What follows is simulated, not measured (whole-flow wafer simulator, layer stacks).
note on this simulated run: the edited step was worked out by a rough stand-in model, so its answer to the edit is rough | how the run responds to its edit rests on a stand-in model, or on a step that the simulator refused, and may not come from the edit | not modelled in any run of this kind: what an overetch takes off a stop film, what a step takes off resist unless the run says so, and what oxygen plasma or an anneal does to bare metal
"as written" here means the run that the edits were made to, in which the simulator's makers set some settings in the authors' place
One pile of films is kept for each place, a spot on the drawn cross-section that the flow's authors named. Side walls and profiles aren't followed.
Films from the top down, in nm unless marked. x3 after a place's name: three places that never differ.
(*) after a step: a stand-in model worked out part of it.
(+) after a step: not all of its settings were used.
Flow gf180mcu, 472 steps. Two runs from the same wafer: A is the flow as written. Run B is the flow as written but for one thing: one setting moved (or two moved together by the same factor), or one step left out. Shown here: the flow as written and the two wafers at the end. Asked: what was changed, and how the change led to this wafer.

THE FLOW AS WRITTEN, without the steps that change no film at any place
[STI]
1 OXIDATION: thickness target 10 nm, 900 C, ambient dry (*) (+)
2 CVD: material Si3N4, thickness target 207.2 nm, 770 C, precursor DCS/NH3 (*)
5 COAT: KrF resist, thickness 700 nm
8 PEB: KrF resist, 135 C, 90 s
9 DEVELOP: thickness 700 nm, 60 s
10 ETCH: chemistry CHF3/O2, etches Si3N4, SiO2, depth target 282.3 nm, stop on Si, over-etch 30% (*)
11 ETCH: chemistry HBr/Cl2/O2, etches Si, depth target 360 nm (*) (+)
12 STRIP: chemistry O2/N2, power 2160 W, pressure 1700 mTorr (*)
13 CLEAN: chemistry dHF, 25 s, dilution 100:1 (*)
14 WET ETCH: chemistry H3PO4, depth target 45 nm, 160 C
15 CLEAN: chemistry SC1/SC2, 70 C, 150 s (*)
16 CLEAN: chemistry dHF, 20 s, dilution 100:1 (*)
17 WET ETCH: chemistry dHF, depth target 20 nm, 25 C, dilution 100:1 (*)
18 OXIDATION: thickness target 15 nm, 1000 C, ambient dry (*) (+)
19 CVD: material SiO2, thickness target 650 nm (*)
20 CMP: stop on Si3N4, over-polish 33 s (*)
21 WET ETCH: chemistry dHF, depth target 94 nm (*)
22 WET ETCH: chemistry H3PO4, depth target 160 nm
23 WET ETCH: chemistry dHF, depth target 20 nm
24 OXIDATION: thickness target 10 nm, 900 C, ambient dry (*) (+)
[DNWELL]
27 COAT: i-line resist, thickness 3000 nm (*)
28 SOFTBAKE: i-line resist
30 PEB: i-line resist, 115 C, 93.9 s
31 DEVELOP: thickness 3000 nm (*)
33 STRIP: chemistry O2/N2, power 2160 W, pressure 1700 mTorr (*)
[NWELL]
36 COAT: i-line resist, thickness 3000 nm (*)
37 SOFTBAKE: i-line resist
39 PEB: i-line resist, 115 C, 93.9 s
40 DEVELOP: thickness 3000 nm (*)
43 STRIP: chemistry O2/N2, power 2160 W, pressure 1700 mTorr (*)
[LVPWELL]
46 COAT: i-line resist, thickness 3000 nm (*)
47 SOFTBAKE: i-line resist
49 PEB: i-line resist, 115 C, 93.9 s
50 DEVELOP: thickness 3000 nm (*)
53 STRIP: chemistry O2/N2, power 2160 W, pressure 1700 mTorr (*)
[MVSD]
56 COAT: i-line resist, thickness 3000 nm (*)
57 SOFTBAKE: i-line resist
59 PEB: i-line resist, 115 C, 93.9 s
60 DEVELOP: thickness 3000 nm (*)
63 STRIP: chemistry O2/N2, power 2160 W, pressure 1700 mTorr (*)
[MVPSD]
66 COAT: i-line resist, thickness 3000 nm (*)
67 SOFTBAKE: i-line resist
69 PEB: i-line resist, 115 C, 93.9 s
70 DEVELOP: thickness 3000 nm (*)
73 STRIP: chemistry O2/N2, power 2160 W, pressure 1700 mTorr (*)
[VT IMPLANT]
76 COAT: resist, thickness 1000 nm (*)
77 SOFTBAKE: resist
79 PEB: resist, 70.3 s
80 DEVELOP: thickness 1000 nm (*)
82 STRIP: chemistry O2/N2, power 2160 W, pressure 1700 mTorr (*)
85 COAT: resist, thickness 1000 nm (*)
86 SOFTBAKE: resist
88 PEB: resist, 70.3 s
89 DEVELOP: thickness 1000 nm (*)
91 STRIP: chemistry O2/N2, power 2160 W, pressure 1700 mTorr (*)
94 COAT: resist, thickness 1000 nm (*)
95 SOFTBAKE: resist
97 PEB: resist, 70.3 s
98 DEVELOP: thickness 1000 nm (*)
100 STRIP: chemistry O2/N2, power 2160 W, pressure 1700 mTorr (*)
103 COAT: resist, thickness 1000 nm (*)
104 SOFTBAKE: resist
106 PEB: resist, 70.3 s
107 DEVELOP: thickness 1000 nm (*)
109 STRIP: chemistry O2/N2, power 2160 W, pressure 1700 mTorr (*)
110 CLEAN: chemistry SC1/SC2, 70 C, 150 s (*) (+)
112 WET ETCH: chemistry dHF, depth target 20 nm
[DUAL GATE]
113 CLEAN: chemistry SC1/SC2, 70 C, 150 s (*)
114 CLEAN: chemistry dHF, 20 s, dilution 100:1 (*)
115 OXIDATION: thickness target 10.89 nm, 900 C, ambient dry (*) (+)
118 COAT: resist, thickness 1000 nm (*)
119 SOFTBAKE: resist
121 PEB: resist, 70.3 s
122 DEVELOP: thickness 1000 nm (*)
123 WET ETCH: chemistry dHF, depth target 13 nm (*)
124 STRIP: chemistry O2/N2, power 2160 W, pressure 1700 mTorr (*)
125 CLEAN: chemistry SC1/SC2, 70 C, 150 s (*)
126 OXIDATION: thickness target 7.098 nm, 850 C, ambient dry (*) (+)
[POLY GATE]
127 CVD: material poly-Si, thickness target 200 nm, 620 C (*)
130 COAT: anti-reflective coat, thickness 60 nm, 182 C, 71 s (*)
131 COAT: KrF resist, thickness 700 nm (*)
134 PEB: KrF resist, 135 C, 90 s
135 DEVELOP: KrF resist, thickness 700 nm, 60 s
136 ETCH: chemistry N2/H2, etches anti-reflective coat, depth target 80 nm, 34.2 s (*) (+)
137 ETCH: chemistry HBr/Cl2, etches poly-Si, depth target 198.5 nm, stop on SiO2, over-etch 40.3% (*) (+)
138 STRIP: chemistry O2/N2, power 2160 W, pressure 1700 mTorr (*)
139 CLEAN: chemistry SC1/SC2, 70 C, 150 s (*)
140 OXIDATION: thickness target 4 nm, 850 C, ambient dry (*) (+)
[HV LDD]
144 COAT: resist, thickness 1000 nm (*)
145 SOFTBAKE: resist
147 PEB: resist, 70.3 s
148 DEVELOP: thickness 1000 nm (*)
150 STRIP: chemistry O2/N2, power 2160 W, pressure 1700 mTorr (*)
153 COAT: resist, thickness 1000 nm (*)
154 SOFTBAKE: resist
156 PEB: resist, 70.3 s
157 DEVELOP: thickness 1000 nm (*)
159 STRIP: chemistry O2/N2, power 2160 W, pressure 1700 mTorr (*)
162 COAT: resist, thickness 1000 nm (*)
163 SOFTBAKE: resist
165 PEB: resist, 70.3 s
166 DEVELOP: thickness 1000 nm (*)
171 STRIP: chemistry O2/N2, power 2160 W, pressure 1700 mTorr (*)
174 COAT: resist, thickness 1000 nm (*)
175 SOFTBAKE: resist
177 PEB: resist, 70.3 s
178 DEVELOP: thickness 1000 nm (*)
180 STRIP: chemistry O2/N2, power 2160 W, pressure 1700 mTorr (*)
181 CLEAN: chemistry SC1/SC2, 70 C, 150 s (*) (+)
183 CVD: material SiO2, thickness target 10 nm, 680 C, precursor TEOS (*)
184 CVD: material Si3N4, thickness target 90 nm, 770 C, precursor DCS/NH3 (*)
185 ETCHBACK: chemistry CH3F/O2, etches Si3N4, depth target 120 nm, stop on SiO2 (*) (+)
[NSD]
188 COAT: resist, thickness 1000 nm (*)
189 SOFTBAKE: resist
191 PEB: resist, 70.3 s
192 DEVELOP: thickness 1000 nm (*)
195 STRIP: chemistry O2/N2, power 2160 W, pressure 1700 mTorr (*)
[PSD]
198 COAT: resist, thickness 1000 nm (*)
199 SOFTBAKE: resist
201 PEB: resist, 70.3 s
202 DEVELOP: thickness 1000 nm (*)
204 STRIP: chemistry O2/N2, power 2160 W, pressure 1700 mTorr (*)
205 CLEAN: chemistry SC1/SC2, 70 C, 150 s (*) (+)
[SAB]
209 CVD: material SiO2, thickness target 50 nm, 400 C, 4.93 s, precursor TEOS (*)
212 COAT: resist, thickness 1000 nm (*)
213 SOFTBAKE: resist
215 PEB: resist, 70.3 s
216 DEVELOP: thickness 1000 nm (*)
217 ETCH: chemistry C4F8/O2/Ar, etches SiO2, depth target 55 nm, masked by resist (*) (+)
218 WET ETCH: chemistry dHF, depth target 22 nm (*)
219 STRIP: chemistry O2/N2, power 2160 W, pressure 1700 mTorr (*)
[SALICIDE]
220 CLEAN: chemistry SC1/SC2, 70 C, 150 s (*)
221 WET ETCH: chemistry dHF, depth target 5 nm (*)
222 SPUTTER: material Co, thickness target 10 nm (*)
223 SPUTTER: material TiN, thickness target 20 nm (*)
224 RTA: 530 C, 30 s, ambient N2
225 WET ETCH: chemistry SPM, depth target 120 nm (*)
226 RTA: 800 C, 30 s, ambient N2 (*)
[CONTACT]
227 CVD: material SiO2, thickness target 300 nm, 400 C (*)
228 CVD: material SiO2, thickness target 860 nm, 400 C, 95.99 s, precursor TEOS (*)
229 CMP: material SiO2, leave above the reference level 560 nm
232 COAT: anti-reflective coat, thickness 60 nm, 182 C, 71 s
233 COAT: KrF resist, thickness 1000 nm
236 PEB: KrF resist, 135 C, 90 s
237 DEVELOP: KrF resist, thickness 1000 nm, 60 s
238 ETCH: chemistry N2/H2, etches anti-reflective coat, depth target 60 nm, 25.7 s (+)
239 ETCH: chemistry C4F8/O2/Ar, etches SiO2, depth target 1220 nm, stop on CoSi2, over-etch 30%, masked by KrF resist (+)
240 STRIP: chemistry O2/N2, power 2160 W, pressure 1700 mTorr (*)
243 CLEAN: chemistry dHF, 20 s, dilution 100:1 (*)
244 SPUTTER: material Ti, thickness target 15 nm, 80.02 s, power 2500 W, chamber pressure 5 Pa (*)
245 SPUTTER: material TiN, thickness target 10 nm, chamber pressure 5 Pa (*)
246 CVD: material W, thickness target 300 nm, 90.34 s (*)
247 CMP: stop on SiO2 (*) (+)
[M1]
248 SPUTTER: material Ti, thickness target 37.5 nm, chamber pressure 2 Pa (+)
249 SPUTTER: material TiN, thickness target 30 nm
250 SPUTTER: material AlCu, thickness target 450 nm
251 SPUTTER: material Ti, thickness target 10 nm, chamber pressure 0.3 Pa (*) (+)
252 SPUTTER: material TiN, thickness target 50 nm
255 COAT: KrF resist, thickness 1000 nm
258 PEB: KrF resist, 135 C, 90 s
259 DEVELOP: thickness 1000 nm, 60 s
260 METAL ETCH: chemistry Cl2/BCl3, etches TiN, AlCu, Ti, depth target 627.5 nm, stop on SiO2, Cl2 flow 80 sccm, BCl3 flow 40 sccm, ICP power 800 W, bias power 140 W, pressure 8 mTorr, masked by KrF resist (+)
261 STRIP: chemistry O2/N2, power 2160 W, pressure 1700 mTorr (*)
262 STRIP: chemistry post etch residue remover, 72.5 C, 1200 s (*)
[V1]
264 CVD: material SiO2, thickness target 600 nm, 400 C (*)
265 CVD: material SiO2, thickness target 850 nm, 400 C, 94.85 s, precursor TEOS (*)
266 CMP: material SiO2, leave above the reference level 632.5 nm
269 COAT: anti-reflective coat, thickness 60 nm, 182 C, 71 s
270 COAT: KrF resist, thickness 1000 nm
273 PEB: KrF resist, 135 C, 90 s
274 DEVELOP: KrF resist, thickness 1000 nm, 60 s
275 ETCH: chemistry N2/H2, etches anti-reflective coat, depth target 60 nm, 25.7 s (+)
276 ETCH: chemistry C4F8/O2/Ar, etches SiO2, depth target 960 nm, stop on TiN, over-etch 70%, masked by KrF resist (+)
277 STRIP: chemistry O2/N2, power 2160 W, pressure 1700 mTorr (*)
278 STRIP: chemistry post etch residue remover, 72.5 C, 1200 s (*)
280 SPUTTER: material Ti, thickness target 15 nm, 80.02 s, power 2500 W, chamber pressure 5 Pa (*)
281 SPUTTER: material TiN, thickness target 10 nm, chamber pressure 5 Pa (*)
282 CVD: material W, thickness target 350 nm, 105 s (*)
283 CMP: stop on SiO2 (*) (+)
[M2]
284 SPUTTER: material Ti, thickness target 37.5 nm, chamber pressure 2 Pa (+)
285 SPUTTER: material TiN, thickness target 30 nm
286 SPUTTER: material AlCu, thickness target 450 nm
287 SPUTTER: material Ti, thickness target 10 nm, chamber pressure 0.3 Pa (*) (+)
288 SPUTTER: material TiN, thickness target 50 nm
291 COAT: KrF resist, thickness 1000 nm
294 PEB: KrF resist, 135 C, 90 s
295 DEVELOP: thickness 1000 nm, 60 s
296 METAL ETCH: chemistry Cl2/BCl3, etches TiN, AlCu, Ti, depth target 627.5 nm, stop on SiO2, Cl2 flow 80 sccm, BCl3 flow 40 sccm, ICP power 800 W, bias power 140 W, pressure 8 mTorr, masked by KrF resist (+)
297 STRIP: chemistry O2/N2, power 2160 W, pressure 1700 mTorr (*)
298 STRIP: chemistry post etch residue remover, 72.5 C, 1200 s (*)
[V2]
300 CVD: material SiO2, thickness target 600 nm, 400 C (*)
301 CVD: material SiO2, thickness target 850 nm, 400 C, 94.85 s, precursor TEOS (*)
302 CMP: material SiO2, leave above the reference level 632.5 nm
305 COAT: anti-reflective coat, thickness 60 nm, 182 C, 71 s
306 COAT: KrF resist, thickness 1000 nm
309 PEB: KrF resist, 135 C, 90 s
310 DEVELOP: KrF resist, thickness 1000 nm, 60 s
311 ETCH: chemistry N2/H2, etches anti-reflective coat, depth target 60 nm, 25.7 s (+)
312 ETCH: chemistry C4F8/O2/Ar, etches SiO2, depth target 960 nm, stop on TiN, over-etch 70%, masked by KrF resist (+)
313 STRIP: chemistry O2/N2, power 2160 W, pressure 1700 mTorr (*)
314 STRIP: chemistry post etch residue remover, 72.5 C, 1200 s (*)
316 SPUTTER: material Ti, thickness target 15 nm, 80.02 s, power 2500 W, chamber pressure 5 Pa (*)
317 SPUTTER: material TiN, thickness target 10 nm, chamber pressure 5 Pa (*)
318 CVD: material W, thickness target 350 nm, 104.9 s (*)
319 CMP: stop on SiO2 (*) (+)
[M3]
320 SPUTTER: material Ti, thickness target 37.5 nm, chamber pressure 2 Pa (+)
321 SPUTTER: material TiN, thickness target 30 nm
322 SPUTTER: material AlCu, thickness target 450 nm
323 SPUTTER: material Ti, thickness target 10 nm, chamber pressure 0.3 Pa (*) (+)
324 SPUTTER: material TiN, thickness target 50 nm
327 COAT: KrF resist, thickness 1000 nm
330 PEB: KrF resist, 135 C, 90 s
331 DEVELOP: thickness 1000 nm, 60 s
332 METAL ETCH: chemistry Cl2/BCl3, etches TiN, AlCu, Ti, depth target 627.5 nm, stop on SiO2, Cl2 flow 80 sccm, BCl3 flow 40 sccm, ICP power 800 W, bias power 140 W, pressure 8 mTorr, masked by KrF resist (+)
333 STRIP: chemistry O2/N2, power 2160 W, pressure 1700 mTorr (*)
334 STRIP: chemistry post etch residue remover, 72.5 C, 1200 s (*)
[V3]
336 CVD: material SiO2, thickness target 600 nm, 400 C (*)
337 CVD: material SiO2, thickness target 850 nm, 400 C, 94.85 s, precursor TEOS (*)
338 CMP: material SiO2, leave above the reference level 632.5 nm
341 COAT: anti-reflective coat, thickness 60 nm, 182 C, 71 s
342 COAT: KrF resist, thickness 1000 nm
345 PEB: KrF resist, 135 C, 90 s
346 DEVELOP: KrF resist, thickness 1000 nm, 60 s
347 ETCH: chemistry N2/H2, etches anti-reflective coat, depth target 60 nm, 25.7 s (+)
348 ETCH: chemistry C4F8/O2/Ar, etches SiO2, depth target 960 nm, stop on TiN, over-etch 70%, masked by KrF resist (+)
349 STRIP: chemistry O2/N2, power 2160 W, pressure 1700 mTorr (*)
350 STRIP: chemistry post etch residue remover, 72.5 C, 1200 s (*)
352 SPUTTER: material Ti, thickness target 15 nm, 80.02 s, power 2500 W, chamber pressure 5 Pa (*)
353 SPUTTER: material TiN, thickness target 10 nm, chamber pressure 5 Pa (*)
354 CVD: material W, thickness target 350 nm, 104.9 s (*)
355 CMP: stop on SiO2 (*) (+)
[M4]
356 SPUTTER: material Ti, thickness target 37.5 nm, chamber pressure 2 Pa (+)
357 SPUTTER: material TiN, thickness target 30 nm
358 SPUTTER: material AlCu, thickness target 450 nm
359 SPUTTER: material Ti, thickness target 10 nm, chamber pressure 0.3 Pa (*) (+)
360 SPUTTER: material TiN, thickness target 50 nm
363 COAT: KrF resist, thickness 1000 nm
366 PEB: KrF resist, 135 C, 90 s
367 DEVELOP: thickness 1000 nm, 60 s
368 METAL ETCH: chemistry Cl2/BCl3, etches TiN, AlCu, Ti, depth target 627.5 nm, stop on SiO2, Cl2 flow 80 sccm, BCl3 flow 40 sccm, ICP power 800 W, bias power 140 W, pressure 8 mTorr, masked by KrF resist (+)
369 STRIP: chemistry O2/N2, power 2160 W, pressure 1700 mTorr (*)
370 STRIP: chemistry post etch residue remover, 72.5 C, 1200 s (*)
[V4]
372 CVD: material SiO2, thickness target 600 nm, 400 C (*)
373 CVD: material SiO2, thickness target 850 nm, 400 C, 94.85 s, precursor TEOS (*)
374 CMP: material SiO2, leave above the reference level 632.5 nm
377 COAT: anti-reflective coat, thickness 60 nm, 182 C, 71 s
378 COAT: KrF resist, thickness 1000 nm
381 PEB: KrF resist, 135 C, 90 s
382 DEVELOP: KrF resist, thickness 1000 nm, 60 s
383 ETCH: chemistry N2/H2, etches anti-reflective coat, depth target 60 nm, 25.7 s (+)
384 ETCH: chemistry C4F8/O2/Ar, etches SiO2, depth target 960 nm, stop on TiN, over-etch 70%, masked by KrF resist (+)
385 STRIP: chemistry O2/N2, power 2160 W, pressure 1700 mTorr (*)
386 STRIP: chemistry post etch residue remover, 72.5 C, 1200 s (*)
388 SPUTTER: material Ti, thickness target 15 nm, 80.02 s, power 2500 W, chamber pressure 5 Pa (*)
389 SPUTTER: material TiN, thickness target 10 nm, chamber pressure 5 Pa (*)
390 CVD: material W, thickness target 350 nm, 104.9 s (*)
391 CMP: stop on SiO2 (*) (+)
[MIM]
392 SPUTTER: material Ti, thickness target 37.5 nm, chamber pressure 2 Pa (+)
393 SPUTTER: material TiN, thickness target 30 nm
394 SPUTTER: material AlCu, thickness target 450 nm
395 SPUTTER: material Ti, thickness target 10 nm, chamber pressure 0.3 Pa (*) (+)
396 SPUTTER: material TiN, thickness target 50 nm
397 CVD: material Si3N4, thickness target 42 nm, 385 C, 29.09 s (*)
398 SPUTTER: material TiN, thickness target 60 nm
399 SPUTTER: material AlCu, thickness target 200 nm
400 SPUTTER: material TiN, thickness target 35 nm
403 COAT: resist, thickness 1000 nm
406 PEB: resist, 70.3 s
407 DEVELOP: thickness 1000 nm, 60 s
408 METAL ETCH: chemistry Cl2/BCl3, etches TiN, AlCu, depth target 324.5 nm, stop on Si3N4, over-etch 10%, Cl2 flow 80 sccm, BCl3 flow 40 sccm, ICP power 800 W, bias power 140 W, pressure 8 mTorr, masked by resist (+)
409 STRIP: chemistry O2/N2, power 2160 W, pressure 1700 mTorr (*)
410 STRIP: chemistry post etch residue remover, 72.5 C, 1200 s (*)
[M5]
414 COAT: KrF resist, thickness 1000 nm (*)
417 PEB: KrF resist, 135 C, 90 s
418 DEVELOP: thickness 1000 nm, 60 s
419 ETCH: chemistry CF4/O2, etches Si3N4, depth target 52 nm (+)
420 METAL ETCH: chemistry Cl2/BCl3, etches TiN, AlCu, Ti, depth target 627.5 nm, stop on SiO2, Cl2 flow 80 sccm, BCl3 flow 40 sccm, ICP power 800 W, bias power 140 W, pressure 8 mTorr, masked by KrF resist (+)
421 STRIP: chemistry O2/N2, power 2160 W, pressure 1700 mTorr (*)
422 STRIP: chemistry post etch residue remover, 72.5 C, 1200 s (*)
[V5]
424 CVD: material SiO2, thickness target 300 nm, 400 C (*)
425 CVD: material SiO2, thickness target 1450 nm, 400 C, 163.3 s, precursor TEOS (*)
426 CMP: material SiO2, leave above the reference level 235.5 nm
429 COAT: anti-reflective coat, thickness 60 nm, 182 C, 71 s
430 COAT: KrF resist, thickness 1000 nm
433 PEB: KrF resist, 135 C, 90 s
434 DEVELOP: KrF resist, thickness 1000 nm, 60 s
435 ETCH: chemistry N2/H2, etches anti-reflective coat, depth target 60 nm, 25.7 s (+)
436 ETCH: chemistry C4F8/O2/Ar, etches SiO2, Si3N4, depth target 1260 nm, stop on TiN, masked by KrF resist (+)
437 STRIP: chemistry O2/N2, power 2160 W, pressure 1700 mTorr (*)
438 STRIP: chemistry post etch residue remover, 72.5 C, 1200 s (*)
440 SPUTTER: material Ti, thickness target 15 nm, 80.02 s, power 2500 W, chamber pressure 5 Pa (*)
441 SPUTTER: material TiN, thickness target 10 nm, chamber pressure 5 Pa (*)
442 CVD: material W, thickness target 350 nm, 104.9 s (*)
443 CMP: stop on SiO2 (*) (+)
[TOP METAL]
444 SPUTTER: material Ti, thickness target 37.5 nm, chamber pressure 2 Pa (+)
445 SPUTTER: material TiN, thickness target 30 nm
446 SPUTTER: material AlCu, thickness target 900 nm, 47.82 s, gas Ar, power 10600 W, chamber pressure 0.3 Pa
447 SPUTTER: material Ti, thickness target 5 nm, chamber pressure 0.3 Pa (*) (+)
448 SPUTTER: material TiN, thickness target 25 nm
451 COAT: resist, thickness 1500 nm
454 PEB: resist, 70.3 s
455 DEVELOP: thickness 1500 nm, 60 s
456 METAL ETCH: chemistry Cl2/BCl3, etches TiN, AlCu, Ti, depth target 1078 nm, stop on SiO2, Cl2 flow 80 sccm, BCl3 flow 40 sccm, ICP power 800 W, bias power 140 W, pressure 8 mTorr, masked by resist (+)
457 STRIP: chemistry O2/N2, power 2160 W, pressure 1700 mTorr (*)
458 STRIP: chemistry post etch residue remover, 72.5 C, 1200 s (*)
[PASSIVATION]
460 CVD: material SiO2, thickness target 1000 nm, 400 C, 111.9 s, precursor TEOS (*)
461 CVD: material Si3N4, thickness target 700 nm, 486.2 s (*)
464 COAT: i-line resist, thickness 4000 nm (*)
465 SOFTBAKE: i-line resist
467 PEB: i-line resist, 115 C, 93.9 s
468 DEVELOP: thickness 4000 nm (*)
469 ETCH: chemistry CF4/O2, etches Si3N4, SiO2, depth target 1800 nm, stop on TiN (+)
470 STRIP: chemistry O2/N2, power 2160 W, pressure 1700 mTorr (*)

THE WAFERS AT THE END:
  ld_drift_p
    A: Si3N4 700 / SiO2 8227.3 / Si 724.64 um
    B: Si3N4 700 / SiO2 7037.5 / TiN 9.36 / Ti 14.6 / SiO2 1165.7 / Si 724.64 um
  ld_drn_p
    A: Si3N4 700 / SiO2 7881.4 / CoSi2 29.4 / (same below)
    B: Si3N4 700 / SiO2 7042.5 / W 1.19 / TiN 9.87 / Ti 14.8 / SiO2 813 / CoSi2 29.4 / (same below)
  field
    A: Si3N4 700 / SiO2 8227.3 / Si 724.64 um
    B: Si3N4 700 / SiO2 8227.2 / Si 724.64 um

The cause: step 228, CVD: thickness target 576 nm was run, where the flow has thickness target 860 nm; step 228, CVD: 64.31 s was run, where the flow has 95.99 s.

How the change led to this, step by step:
  228 CVD: material SiO2, thickness target 860 nm, 400 C, 95.99 s, precursor TEOS (*)
      field, field__w7, field__w8 and 70 more: A SiO2 +860 | B SiO2 +582.3
      field__w3, field__w12: A SiO2 +807.3 | B SiO2 +549.9
      (and at 36 more places)
  229 CMP: material SiO2, leave above the reference level 560 nm
      field_sub, field_sub__w2: A SiO2 -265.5 | B nothing
      ld_drift_p, ld_drn_p: A SiO2 -425.8 | B nothing
      (and at 107 more places)
  232 COAT: anti-reflective coat, thickness 60 nm, 182 C, 71 s
      field__w2: A anti-reflective coat +60 (new film) | B anti-reflective coat +67.3 (new film)
      field__w3: A anti-reflective coat +60 (new film) | B anti-reflective coat +83.5 (new film)
      (and at 19 more places)
  240 STRIP: chemistry O2/N2, power 2160 W, pressure 1700 mTorr (*)
      field__w2: A KrF resist -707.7 (all of it), anti-reflective coat -60 (all of it) | B KrF resist -707.3 (all of it), anti-reflective coat -67.3 (all of it)
      field__w3: A KrF resist -707.7 (all of it), anti-reflective coat -60 (all of it) | B KrF resist -707.6 (all of it), anti-reflective coat -83.5 (all of it)
      (and at 19 more places)
  244 SPUTTER: material Ti, thickness target 15 nm, 80.02 s, power 2500 W, chamber pressure 5 Pa (*)
      field__w3: A Ti +15 (new film) | B Ti +14.3 (new film)
  245 SPUTTER: material TiN, thickness target 10 nm, chamber pressure 5 Pa (*)
      field__w3: A TiN +10 (new film) | B TiN +9.49 (new film)
  247 CMP: stop on SiO2 (*) (+)
      field_sub, field_sub__w2, nw_enc_fld_lv: A W -300 (all of it), TiN -10 (all of it), Ti -15 (all of it), SiO2 -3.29 | B W -300 (all of it), TiN -10 (all of it), Ti -15 (all of it)
      field__w2: A W -300 (all of it), TiN -10 (all of it), Ti -15 (all of it), SiO2 -3.29 | B W -300 (all of it), TiN -10 (all of it), Ti -9.67
      (and at 7 more places)
  248 SPUTTER: material Ti, thickness target 37.5 nm, chamber pressure 2 Pa (+)
      field__w2: A Ti +37.5 (new film) | B Ti +37.5
  260 METAL ETCH: chemistry Cl2/BCl3, etches TiN, AlCu, Ti, depth target 627.5 nm, stop on SiO2, Cl2 flow 80 sccm, BCl3 flow 40 sccm, ICP power 800 W, bias power 140 W, pressure 8 mTorr, masked by KrF resist (+)
      ld_drift_p, ld_drn_p: A TiN -50 (all of it), Ti -10 (all of it), AlCu -450 (all of it), TiN -30 (all of it), Ti -37.5 (all of it) | B TiN -50 (all of it), Ti -10 (all of it), AlCu -450 (all of it), TiN -30 (all of it), Ti -37.5 (all of it), W -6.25
      field__w3: A TiN -50 (all of it), Ti -10 (all of it), AlCu -450 (all of it), TiN -30 (all of it), Ti -37.5 (all of it) | B TiN -50 (all of it), Ti -10 (all of it), AlCu -450 (all of it), TiN -30 (all of it), Ti -37.5 (all of it), TiN -7.54 (all of it), Ti -14.3 (all of it)
      (and at 3 more places)
  262 STRIP: chemistry post etch residue remover, 72.5 C, 1200 s (*)
      ld_drift_p: A nothing | B W -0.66 (all of it), TiN -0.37
      ld_drn_p: A nothing | B W -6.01
  264 CVD: material SiO2, thickness target 600 nm, 400 C (*)
      ld_drift_p, ld_drn_p: A SiO2 +600 | B SiO2 +600 (new film)
  266 CMP: material SiO2, leave above the reference level 632.5 nm
      field__w3, field__w12: A SiO2 -300 | B SiO2 -288.4
      mim: A SiO2 -300 | B SiO2 -271.9
      (and at 2 more places)
Counting metal films that touch as one body, ld_drift_p has 1 body; the flow as written gives 0 bodies.
Counting metal films that touch as one body, ld_drn_p has 2 bodies (between them, from the top down: SiO2 813); the flow as written gives 1 body.
